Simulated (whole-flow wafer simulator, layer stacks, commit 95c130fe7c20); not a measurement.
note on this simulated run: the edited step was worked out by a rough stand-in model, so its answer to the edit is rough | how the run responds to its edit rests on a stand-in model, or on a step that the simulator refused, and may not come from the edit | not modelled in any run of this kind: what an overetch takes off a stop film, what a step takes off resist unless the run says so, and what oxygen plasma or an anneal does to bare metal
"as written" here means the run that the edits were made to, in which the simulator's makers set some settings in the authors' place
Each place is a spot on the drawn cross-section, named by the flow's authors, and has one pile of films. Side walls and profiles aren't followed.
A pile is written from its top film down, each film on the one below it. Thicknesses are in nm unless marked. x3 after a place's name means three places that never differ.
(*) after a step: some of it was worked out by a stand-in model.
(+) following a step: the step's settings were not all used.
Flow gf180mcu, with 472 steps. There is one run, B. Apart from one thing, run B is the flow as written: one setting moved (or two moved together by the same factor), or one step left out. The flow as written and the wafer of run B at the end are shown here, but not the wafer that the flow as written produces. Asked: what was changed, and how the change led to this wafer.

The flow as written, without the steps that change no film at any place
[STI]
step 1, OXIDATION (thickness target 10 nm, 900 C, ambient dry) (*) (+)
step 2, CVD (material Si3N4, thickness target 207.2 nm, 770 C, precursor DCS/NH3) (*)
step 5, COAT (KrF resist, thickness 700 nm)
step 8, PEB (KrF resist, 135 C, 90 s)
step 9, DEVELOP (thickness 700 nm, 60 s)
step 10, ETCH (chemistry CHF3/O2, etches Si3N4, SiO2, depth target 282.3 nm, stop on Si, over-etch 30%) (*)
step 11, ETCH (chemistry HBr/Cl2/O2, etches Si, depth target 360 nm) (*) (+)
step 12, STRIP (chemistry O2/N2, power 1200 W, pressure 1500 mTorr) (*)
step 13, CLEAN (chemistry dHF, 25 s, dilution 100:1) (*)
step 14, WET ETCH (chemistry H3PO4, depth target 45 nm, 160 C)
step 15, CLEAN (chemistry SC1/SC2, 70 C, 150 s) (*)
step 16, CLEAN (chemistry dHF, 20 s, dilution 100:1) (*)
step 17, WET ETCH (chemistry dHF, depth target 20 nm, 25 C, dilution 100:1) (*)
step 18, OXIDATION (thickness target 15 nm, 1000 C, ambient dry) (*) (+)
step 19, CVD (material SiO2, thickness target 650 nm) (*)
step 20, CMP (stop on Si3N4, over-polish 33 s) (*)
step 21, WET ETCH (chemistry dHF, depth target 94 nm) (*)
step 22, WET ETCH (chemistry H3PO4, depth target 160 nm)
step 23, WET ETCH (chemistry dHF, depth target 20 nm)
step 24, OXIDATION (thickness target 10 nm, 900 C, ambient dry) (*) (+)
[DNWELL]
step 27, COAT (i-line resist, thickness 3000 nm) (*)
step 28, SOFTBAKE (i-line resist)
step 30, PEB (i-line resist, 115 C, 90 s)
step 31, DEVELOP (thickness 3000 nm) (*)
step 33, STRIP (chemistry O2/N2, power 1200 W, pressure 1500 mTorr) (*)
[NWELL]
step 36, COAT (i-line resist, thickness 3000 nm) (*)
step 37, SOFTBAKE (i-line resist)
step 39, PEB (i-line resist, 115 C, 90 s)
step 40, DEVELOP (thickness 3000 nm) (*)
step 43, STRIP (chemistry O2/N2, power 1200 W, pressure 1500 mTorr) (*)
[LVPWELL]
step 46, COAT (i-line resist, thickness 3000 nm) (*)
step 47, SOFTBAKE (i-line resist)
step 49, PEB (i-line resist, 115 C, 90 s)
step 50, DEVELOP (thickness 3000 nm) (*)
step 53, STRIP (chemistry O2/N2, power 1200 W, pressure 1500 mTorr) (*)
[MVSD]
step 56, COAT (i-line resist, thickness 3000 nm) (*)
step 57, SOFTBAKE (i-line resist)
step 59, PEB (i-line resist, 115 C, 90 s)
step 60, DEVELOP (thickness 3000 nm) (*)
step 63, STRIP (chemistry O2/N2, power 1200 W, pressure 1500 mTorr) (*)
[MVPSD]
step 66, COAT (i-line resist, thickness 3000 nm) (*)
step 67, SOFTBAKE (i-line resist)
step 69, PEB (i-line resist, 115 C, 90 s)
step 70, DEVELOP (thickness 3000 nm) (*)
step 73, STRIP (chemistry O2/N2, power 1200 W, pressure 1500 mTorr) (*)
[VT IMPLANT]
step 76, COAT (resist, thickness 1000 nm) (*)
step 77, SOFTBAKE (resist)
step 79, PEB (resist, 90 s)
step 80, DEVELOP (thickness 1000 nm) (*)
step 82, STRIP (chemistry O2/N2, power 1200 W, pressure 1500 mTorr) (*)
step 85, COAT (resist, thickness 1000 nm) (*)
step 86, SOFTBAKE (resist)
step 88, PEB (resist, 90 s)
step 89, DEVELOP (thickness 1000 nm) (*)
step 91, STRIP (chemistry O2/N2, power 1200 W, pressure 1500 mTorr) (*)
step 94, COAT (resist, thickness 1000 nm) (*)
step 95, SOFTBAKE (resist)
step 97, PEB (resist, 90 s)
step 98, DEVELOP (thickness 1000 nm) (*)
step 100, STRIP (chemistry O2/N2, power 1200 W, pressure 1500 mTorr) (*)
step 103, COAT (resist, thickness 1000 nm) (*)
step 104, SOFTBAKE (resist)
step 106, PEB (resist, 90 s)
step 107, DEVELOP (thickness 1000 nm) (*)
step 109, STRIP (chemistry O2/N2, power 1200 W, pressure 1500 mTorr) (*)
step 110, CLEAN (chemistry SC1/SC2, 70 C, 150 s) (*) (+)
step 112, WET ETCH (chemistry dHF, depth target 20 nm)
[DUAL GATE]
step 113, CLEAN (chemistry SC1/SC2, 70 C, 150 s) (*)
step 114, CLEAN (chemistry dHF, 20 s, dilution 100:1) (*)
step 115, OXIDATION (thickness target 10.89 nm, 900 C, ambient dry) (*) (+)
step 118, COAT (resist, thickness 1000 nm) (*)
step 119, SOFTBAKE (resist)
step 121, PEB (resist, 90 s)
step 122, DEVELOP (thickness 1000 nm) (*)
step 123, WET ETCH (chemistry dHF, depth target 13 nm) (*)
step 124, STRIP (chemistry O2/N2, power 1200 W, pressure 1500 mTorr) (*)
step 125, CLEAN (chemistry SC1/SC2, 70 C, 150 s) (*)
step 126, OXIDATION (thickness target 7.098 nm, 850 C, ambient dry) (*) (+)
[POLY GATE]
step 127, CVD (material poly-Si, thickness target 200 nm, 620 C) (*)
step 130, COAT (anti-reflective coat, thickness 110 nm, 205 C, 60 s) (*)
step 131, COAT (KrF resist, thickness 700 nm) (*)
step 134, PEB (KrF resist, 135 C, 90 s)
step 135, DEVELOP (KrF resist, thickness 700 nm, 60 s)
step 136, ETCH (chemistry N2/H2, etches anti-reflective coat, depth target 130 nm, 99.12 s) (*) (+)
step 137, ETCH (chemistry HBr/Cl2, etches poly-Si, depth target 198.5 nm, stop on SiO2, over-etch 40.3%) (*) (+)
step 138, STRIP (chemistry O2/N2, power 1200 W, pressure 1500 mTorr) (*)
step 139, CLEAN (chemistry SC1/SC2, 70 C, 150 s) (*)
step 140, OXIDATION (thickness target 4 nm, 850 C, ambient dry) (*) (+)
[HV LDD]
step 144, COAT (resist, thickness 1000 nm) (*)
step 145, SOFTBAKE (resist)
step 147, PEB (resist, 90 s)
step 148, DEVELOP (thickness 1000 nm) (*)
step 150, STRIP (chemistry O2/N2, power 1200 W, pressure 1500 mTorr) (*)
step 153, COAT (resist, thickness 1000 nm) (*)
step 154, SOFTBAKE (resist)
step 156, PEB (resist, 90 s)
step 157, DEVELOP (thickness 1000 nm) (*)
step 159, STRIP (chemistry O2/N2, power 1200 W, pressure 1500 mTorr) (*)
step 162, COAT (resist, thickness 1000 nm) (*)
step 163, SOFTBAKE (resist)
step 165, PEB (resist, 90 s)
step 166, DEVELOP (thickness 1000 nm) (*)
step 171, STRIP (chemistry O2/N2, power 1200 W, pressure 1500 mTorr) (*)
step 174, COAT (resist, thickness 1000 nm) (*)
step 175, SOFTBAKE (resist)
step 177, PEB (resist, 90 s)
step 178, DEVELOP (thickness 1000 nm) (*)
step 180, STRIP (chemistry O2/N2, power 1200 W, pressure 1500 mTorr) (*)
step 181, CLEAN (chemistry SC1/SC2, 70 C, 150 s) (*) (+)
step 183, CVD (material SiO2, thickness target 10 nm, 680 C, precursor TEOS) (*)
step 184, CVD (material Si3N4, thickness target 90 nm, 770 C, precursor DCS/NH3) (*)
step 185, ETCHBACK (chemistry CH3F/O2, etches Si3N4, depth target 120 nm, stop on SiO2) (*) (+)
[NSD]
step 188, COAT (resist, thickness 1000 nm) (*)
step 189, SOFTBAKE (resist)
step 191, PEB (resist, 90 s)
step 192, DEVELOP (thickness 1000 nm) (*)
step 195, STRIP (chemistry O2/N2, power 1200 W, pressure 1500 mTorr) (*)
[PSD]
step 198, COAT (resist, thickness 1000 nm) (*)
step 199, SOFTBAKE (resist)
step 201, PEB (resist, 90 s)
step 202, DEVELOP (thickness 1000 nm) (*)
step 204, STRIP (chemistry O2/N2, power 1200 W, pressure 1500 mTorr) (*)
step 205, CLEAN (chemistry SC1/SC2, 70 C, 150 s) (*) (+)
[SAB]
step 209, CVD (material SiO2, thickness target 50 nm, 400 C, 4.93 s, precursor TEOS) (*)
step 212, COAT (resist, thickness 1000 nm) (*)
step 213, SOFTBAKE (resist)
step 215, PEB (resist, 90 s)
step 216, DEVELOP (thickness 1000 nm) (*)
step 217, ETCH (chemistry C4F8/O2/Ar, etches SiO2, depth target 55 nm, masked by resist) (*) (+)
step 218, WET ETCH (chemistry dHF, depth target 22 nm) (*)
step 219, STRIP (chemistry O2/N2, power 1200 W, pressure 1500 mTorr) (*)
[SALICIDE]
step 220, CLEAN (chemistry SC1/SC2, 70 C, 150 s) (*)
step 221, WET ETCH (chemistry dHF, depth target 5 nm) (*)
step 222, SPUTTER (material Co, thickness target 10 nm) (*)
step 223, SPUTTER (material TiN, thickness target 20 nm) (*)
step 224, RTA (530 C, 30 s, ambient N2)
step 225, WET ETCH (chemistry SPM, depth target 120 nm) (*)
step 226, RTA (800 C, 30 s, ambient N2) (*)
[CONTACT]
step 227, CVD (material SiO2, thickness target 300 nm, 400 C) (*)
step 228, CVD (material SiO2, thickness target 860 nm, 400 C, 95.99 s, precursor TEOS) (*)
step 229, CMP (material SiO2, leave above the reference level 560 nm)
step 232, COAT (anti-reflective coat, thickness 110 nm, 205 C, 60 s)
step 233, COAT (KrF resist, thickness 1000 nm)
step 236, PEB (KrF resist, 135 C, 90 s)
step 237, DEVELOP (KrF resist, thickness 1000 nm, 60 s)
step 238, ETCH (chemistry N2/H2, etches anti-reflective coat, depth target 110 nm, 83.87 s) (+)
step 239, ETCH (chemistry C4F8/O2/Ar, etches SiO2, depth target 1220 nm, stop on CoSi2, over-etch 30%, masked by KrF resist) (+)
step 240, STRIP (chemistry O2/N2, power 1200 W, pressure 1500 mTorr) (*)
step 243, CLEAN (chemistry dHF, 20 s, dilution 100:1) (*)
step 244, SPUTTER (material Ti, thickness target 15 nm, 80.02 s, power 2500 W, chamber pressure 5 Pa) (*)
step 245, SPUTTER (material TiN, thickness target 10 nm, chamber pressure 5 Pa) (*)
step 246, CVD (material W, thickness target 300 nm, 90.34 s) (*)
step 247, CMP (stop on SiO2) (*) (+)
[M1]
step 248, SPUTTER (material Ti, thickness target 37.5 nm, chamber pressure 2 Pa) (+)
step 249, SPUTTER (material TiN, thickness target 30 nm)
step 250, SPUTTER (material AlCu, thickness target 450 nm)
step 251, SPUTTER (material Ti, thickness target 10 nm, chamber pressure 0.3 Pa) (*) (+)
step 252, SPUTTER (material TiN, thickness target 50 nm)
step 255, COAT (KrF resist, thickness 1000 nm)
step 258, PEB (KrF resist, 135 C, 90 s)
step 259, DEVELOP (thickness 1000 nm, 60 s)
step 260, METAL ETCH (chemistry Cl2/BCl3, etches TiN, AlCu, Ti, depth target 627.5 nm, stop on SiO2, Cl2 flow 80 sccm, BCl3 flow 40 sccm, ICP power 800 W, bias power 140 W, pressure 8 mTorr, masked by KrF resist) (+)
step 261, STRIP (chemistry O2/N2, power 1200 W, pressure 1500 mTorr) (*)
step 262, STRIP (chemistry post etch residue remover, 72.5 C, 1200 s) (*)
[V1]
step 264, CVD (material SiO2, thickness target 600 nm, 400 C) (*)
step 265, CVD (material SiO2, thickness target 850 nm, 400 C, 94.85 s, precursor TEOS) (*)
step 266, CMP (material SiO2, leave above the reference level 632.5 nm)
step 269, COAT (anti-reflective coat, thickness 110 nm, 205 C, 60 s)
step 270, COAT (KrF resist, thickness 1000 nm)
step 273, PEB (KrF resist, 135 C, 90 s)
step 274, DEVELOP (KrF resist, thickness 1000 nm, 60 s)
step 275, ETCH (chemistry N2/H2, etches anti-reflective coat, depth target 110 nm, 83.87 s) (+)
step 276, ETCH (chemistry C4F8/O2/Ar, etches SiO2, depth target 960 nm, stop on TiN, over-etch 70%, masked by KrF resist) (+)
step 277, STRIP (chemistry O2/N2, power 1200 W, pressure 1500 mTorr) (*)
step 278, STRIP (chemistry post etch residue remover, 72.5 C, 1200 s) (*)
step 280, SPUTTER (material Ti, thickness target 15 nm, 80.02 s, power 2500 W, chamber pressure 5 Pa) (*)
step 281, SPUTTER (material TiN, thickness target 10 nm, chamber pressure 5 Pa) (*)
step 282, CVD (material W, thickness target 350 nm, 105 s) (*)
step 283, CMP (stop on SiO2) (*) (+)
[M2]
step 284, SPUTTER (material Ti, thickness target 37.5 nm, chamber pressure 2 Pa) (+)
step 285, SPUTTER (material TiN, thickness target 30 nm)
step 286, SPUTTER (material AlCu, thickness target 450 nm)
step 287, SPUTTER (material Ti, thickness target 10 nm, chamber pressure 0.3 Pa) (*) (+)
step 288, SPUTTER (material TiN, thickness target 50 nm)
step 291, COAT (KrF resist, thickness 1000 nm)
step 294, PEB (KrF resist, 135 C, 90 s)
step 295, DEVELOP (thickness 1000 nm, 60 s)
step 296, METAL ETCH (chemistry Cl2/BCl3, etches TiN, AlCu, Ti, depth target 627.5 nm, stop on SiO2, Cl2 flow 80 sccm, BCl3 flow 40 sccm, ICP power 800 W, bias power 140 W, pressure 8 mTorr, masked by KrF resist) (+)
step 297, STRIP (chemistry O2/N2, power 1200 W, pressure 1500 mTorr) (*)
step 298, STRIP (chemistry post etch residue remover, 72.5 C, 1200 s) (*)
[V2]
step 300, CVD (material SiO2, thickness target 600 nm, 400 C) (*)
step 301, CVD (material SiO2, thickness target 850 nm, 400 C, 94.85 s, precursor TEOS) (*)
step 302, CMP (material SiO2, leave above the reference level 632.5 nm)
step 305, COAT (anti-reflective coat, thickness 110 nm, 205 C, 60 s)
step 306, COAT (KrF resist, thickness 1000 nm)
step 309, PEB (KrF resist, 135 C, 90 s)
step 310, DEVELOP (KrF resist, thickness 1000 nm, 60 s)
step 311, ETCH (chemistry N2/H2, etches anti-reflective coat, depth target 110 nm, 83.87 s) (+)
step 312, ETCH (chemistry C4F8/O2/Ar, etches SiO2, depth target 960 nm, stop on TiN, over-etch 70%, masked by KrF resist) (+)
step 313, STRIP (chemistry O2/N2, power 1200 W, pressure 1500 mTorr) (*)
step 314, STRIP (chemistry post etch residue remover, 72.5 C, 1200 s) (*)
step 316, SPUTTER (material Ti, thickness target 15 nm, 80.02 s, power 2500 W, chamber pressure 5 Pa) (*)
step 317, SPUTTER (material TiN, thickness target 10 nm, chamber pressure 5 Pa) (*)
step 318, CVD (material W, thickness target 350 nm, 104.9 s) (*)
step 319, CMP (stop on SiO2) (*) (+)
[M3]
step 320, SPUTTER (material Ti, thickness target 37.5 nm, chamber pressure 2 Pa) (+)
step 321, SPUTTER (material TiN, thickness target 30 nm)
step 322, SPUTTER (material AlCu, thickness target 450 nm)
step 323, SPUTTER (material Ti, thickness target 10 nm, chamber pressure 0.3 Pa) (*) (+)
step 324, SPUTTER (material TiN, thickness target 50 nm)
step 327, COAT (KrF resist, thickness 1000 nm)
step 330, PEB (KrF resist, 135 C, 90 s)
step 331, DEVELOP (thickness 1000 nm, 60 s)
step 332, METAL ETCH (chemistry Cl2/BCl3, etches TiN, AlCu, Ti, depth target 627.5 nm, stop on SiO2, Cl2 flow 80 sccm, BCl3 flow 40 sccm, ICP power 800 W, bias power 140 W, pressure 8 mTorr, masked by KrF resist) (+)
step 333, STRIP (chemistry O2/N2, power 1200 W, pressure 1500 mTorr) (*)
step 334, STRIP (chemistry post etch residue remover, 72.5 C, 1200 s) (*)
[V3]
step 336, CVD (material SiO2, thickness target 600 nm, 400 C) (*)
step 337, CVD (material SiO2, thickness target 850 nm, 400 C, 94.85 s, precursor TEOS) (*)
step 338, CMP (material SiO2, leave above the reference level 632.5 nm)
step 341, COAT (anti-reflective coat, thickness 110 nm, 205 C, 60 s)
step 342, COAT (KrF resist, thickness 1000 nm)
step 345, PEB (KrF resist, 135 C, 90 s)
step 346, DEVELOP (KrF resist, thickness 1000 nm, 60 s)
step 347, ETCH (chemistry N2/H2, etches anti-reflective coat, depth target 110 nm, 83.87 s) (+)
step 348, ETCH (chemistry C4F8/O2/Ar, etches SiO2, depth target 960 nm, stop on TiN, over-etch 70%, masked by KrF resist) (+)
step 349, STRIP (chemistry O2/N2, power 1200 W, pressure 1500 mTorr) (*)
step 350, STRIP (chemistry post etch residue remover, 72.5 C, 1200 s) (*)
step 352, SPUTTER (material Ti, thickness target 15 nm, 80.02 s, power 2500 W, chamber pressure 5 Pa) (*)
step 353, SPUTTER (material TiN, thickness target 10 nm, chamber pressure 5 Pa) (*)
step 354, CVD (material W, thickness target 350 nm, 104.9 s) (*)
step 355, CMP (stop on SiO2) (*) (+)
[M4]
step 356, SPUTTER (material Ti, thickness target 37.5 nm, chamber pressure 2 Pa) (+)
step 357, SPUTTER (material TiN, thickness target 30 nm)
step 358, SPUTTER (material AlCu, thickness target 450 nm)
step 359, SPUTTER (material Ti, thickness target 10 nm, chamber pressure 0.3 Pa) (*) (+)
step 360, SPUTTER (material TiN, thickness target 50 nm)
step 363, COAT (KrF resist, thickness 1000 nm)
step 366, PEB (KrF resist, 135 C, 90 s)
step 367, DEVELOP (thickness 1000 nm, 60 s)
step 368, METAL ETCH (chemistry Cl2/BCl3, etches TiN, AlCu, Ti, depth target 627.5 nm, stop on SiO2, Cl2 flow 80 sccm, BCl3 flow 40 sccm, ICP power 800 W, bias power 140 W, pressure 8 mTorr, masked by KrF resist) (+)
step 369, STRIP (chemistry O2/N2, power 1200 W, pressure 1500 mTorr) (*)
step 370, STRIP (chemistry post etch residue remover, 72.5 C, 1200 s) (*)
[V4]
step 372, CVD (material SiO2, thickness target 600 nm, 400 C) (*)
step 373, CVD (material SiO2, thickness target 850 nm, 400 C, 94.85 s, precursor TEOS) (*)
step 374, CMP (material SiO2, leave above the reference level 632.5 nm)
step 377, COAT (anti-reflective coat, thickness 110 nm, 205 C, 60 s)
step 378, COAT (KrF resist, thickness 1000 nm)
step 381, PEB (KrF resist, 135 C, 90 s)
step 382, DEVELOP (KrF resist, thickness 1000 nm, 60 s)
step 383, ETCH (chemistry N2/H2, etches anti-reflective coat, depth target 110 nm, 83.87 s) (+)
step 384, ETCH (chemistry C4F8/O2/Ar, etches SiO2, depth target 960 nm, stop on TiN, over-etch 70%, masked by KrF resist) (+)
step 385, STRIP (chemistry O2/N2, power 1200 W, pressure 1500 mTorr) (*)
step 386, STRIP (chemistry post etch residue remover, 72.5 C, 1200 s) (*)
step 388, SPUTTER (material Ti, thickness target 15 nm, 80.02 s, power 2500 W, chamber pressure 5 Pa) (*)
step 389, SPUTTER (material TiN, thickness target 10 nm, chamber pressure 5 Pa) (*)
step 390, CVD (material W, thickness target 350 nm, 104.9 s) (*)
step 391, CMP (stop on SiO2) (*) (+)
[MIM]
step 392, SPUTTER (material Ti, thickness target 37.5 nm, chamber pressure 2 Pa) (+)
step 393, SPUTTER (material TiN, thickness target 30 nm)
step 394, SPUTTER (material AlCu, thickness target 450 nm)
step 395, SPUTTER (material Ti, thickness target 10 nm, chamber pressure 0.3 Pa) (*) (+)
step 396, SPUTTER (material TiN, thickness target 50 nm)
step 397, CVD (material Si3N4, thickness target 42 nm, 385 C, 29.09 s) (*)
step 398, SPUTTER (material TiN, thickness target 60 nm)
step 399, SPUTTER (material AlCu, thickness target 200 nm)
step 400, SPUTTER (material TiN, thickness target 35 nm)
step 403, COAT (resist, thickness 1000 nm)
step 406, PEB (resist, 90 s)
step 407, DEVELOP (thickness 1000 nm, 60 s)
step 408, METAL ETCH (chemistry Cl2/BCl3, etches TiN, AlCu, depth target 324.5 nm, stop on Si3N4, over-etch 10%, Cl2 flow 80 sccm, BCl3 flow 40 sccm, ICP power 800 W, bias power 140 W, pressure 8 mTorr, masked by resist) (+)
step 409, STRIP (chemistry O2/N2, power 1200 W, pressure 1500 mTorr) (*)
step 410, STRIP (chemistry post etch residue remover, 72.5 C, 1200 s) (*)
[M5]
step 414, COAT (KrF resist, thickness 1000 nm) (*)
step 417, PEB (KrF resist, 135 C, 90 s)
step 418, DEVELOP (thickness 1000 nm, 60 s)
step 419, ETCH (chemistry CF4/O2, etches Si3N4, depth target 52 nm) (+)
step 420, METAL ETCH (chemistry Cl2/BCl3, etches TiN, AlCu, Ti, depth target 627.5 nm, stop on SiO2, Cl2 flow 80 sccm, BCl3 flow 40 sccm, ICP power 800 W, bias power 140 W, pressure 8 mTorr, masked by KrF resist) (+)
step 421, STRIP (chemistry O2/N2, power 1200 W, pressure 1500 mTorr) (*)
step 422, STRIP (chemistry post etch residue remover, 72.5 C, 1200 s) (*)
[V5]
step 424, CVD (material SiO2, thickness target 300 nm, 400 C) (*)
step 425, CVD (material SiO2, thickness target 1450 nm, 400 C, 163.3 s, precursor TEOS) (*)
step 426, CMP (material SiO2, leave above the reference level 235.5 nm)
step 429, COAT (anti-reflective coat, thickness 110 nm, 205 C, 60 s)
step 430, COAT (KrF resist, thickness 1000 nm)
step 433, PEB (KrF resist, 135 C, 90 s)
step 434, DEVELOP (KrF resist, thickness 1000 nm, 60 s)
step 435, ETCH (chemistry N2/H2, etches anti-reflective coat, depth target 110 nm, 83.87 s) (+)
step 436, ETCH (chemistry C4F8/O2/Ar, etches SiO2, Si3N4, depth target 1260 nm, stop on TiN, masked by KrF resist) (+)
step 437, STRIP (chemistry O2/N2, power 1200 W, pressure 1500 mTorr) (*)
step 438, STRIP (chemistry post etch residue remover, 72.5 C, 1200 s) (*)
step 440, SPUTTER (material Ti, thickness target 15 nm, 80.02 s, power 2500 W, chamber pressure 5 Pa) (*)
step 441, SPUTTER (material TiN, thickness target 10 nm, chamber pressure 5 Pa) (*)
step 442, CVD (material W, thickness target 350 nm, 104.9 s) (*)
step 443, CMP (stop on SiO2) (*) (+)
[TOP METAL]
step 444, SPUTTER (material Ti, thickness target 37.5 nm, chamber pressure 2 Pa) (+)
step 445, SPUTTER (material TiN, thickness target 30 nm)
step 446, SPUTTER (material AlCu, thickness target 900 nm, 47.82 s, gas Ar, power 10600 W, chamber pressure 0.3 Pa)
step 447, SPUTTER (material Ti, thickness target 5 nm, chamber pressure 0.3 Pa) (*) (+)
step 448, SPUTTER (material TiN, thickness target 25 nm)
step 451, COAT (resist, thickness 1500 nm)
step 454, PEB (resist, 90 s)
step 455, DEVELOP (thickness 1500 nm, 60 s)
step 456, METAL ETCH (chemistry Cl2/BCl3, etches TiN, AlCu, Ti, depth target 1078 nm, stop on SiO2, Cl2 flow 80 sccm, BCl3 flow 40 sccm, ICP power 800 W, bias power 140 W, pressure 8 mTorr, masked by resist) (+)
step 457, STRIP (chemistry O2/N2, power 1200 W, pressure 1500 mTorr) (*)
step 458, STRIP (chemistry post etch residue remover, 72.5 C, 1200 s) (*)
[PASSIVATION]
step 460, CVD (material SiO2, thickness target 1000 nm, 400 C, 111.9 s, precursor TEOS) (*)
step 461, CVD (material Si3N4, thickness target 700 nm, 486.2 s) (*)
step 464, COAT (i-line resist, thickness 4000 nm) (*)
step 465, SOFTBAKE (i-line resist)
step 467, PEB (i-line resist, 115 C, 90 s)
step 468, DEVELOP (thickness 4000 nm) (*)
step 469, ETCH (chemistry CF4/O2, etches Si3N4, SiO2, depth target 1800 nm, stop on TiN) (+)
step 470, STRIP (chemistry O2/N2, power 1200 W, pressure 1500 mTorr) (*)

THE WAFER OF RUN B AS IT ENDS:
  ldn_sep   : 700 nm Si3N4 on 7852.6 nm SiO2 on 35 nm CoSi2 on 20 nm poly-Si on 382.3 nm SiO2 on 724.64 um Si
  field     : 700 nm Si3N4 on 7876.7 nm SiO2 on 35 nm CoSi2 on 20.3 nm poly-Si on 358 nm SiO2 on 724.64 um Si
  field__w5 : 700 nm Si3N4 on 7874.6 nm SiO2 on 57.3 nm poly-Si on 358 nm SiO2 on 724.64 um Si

What caused this: step 126, OXIDATION: thickness target 3.55 nm was run, though the flow has thickness target 7.098 nm; step 137, ETCH: depth target 99.2 nm was run, where the flow has depth target 198.5 nm.

Step by step, how the change led to this:
  step 126, OXIDATION (thickness target 7.098 nm, 850 C, ambient dry) (*) (+)
      gate_hv, active_hv, active_nat and 25 more: +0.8 SiO2, -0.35 Si (as written it would have been: +3.72 SiO2, -1.64 Si)
      active, n_well, p_well and 12 more: +3.55 SiO2 (new film), -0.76 chemical SiO2 (all of it), -1.23 Si (as written it would have been: +7.1 SiO2 (new film), -0.76 chemical SiO2 (all of it), -2.79 Si)
  step 137, ETCH (chemistry HBr/Cl2, etches poly-Si, depth target 198.5 nm, stop on SiO2, over-etch 40.3%) (*) (+)
      field, field__w3, field__w12 and 10 more: -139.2 poly-Si (as written it would have been: -198.6 poly-Si (all of it), -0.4 SiO2)
      active, n_well, sd_p and 9 more: -139.2 poly-Si (as written it would have been: -198.7 poly-Si (all of it), -0.4 SiO2)
      (also at 67 further places)
  step 138, STRIP (chemistry O2/N2, power 1200 W, pressure 1500 mTorr) (*)
      field, field__w1, field__w2 and 61 more: +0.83 chemical SiO2 (new film), -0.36 poly-Si (as written it would have been: nothing)
      gate: +0.63 chemical SiO2 (new film), -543 KrF resist (all of it), -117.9 anti-reflective coat (all of it), -0.28 poly-Si (as written it would have been: +0.62 chemical SiO2 (new film), -496.5 KrF resist (all of it), -117 anti-reflective coat (all of it), -0.27 poly-Si)
      (also at 27 further places)
  step 139, CLEAN (chemistry SC1/SC2, 70 C, 150 s) (*)
      field, field__w1, field__w2 and 34 more: -0.07 chemical SiO2, -0.27 poly-Si (as written it would have been: -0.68 SiO2)
  step 140, OXIDATION (thickness target 4 nm, 850 C, ambient dry) (*) (+)
      field, field__w1, field__w2 and 21 more: +4 SiO2 (new film), -0.76 chemical SiO2 (all of it), -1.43 poly-Si (as written it would have been: +0.15 SiO2, -0.07 Si)
      active_hv, active_nat, ld_sd_n and 11 more: +4 SiO2 (new film), -0.76 chemical SiO2 (all of it), -1.43 poly-Si (as written it would have been: +0.96 SiO2, -0.42 Si)
      (also at 26 further places)
  step 144, COAT (resist, thickness 1000 nm) (*)
      polyc_n, polyc_p: +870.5 resist (new film) (as written it would have been: +817.8 resist (new film))
      gate: +890.6 resist (new film) (as written it would have been: +837.4 resist (new film))
      (also at 25 further places)
  step 145, SOFTBAKE (resist)
      nw_enc_fld_lv__w3: -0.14 resist (as written it would have been: +0.39 resist)
      ldn_sep, ldp_sep__w1: +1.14 resist (as written it would have been: +1.69 resist)
      (also at 26 further places)
  step 147, PEB (resist, 90 s)
      ld_gate_n, ld_acc_n: -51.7 resist (as written it would have been: -49.2 resist)
      gate_p_hv, gate_hv5: -50.7 resist (as written it would have been: -47.8 resist)
      (also at 26 further places)
  step 148, DEVELOP (thickness 1000 nm) (*)
      gate: -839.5 resist (all of it) (as written it would have been: -789.1 resist (all of it))
      npoly_u: -836.7 resist (all of it) (as written it would have been: -790.2 resist (all of it))
      (also at 3 further places)
  step 150, STRIP (chemistry O2/N2, power 1200 W, pressure 1500 mTorr) (*)
      gate_hv: -840.8 resist (all of it) (as written it would have been: -795.2 resist (all of it))
      gate_p: -843.7 resist (all of it) (as written it would have been: -795.2 resist (all of it))
      (also at 21 further places)
  step 153, COAT (resist, thickness 1000 nm) (*)
      polyc_n, polyc_p: +870.5 resist (new film) (as written it would have been: +817.8 resist (new film))
      gate: +890.6 resist (new film) (as written it would have been: +837.4 resist (new film))
      (also at 25 further places)
  step 154, SOFTBAKE (resist)
      nw_enc_fld_lv__w3: -0.14 resist (as written it would have been: +0.39 resist)
      ldn_sep, ldp_sep__w1: +1.14 resist (as written it would have been: +1.69 resist)
      (also at 26 further places)
  step 156, PEB (resist, 90 s)
      ld_gate_n, ld_acc_n: -51.7 resist (as written it would have been: -49.2 resist)
      gate_p_hv, gate_hv5: -50.7 resist (as written it would have been: -47.8 resist)
      (also at 26 further places)
  step 157, DEVELOP (thickness 1000 nm) (*)
      gate_p: -843.7 resist (all of it) (as written it would have been: -795.2 resist (all of it))
      ppoly_u: -838.9 resist (all of it) (as written it would have been: -793.1 resist (all of it))
      (also at 3 further places)
  step 159, STRIP (chemistry O2/N2, power 1200 W, pressure 1500 mTorr) (*)
      gate: -839.5 resist (all of it) (as written it would have been: -789.1 resist (all of it))
      gate_hv: -840.8 resist (all of it) (as written it would have been: -795.2 resist (all of it))
      (also at 21 further places)
  step 162, COAT (resist, thickness 1000 nm) (*)
      polyc_n, polyc_p: +870.5 resist (new film) (as written it would have been: +817.8 resist (new film))
      gate: +890.6 resist (new film) (as written it would have been: +837.4 resist (new film))
      (also at 25 further places)
  ... 37 further steps ...
  step 246, CVD (material W, thickness target 300 nm, 90.34 s) (*)
      polyc_n, polyc_p: +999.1 W (new film) (as written it would have been: +936 W (new film))
If metal films that touch count as one body, ldn_sep has 1 body; the flow as written gives 0 bodies.
If metal films that touch count as one body, field has 1 body; the flow as written gives 0 bodies.
